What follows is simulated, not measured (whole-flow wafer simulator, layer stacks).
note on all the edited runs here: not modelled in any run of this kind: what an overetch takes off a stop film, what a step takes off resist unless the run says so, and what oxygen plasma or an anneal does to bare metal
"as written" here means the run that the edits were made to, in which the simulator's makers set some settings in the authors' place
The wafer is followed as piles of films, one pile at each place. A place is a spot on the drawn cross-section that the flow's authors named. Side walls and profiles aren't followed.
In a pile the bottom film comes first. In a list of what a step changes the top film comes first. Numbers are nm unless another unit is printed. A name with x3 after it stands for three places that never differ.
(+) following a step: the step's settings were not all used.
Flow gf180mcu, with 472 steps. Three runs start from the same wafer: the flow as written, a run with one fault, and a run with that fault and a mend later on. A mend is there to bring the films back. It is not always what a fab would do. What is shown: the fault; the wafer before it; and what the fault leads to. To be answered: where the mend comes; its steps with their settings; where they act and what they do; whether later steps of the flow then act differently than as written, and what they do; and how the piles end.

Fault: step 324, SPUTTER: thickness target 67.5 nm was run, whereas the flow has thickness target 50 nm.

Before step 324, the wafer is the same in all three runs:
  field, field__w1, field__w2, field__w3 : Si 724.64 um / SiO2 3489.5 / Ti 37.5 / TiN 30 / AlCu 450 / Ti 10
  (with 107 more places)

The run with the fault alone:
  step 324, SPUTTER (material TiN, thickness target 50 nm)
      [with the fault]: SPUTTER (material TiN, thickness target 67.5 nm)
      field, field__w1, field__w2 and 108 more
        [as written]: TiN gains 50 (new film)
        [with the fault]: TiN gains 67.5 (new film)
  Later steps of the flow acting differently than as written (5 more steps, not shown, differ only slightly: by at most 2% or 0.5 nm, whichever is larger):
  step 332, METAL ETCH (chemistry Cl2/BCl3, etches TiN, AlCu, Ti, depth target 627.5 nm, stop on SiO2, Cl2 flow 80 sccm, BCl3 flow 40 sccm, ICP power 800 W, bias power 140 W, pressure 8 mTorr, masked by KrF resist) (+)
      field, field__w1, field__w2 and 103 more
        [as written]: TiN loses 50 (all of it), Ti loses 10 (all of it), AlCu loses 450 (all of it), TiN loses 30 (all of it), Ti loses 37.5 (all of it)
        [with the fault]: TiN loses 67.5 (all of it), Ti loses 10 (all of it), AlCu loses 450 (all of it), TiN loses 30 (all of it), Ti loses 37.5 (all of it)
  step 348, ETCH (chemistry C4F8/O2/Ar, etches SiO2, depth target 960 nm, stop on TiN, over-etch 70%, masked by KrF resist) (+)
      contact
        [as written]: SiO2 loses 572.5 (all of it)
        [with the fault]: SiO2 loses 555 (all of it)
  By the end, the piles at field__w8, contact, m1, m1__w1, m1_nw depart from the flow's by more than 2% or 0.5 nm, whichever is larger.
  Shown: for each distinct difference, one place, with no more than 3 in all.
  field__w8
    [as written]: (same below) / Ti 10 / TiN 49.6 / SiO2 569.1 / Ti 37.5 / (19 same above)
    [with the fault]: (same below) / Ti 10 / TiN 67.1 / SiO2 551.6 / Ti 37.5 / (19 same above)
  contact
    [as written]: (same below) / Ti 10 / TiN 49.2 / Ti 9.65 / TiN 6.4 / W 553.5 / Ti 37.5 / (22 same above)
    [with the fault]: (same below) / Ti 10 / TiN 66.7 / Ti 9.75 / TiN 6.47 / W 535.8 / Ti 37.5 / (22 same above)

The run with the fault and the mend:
  The mend stands after step 324.
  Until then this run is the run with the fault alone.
  step 324a, METAL ETCH (chemistry Cl2/BCl3, etches TiN, AlCu, Ti, depth target 17.5 nm, Cl2 flow 80 sccm, BCl3 flow 40 sccm, ICP power 800 W, bias power 140 W, pressure 8 mTorr) (the flow's step 260, run once more with other settings)
      field, field__w1, field__w2 and 108 more
        TiN loses 17.5
  Every later step of the flow that is run acts as written at every place that is followed.
  The piles end the same as the flow's at every place that both follow.
